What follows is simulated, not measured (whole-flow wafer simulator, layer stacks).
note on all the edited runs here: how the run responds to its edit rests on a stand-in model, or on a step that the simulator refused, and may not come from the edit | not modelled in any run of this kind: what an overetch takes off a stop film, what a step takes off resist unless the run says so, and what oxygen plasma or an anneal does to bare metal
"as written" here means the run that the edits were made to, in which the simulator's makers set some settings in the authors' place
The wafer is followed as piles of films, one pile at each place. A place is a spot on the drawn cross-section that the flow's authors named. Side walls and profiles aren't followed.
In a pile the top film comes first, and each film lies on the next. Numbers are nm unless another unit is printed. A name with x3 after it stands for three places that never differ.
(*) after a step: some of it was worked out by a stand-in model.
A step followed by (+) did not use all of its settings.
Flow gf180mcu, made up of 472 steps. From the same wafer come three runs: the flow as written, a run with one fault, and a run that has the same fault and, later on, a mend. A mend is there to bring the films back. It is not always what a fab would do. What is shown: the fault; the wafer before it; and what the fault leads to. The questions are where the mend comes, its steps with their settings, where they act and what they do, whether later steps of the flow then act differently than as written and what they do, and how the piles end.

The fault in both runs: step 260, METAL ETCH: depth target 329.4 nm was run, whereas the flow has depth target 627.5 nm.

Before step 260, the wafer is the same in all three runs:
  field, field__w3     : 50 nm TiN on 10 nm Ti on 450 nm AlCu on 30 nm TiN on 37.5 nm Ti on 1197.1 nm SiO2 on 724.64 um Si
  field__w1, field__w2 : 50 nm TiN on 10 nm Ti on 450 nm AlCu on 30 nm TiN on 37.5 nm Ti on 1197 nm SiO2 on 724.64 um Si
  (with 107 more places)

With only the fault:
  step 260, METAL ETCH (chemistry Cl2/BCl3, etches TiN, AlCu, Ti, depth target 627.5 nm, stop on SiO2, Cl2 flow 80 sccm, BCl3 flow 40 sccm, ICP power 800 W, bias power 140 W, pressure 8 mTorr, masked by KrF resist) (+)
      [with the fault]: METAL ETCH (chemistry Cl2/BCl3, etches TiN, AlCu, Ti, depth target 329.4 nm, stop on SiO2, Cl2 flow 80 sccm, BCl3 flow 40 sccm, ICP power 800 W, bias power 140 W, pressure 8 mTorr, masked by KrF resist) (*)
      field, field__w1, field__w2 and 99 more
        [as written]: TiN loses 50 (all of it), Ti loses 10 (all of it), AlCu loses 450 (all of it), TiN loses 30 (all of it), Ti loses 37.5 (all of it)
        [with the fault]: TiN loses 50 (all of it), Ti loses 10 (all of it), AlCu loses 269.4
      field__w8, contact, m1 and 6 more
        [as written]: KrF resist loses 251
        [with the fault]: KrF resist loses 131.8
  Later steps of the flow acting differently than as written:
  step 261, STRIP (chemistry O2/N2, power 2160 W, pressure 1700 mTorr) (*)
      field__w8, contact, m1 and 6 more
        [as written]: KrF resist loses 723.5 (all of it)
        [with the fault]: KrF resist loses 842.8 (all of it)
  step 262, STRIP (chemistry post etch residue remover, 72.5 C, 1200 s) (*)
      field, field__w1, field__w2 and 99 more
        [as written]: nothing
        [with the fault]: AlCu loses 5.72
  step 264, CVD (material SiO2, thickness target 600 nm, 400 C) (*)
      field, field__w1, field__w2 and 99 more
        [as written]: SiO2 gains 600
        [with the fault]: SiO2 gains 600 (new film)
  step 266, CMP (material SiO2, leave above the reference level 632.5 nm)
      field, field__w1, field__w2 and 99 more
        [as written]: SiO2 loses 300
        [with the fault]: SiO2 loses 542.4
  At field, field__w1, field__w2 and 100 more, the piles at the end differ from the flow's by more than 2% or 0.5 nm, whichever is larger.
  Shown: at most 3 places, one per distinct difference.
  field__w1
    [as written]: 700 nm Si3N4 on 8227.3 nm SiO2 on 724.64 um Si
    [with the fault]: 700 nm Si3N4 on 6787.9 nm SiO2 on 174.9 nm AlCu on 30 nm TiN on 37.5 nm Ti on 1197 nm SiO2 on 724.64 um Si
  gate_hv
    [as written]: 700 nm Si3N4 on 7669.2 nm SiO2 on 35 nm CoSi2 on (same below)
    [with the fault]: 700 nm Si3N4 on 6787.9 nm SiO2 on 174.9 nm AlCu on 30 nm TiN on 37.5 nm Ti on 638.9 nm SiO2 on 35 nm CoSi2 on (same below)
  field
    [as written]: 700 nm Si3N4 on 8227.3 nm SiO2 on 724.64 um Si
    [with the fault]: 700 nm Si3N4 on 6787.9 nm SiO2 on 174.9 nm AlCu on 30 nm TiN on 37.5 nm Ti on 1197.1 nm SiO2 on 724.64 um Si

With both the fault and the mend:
  After step 262 comes the mend.
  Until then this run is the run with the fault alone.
  step 262a, DEHYDRATE (200 C, 60 s) (the flow's step 253 again)
      does not change any film at any place that is followed
  step 262b, HMDS (120 C, 60 s) (the flow's step 254 again)
      does not change any film at any place that is followed
  step 262c, COAT (KrF resist, thickness 1000 nm) (*) (the flow's step 255 again)
      iso_ptap_pw, iso_ntap_nw, iso_nw_fld and 33 more
        KrF resist gains 1000 (new film)
      field__w6, field__w10, field_sub__w2 and 13 more
        KrF resist gains 1002.1 (new film)
      field__w5, field__w9, field_sub and 7 more
        KrF resist gains 1002.2 (new film)
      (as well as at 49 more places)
  step 262d, SOFTBAKE (KrF resist) (the flow's step 256 again)
      does not change any film at any place that is followed
  step 262e, EXPOSE (photomask Metal1) (the flow's step 257 again)
      does not change any film at any place that is followed
  step 262f, PEB (KrF resist, 135 C, 90 s) (the flow's step 258 again)
      field__w1, field__w2, field__w3 and 57 more
        KrF resist loses 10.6
      iso_ptap_pw, iso_ntap_nw, iso_nw_fld and 33 more
        KrF resist loses 10.5
      sd_p, gate_p, nw_sep_fld
        KrF resist loses 10.7
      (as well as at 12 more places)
  step 262g, DEVELOP (thickness 1000 nm, 60 s) (the flow's step 259 again)
      iso_ptap_pw, iso_ntap_nw, iso_nw_fld and 33 more
        KrF resist loses 989.5 (all of it)
      field__w5, field__w9, field__w10 and 10 more
        KrF resist loses 991.6 (all of it)
      field_sub, field_sub__w1, field_sub__w3 and 9 more
        KrF resist loses 991.7 (all of it)
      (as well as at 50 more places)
  step 262h, METAL ETCH (chemistry Cl2/BCl3, etches TiN, AlCu, Ti, depth target 298.1 nm, stop on SiO2, Cl2 flow 80 sccm, BCl3 flow 40 sccm, ICP power 800 W, bias power 140 W, pressure 8 mTorr, masked by KrF resist) (+) (the flow's step 260 again, with other settings)
      field, field__w1, field__w2 and 99 more
        AlCu loses 174.9 (all of it), TiN loses 30 (all of it), Ti loses 37.5 (all of it)
      field__w8, contact, m1 and 6 more
        KrF resist loses 119.2
  step 262i, STRIP (chemistry O2/N2, power 2160 W, pressure 1700 mTorr) (*) (the flow's step 261 again)
      field__w8, m1
        KrF resist loses 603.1 (all of it)
      contact
        KrF resist loses 601.3 (all of it)
      m1__w1
        KrF resist loses 611.6 (all of it)
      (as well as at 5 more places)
  step 262j, STRIP (chemistry post etch residue remover, 72.5 C, 1200 s) (*) (the flow's step 262 again)
      field__w8, contact, m1 and 6 more
        TiN loses 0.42
  None of the later steps of the flow differs from how it acts as written, at any place that is followed, by more than 2% or 0.5 nm, whichever is larger.
  At the end the piles are close to the flow's at the places that both follow, differing by at most 2% or 0.5 nm, whichever is larger.
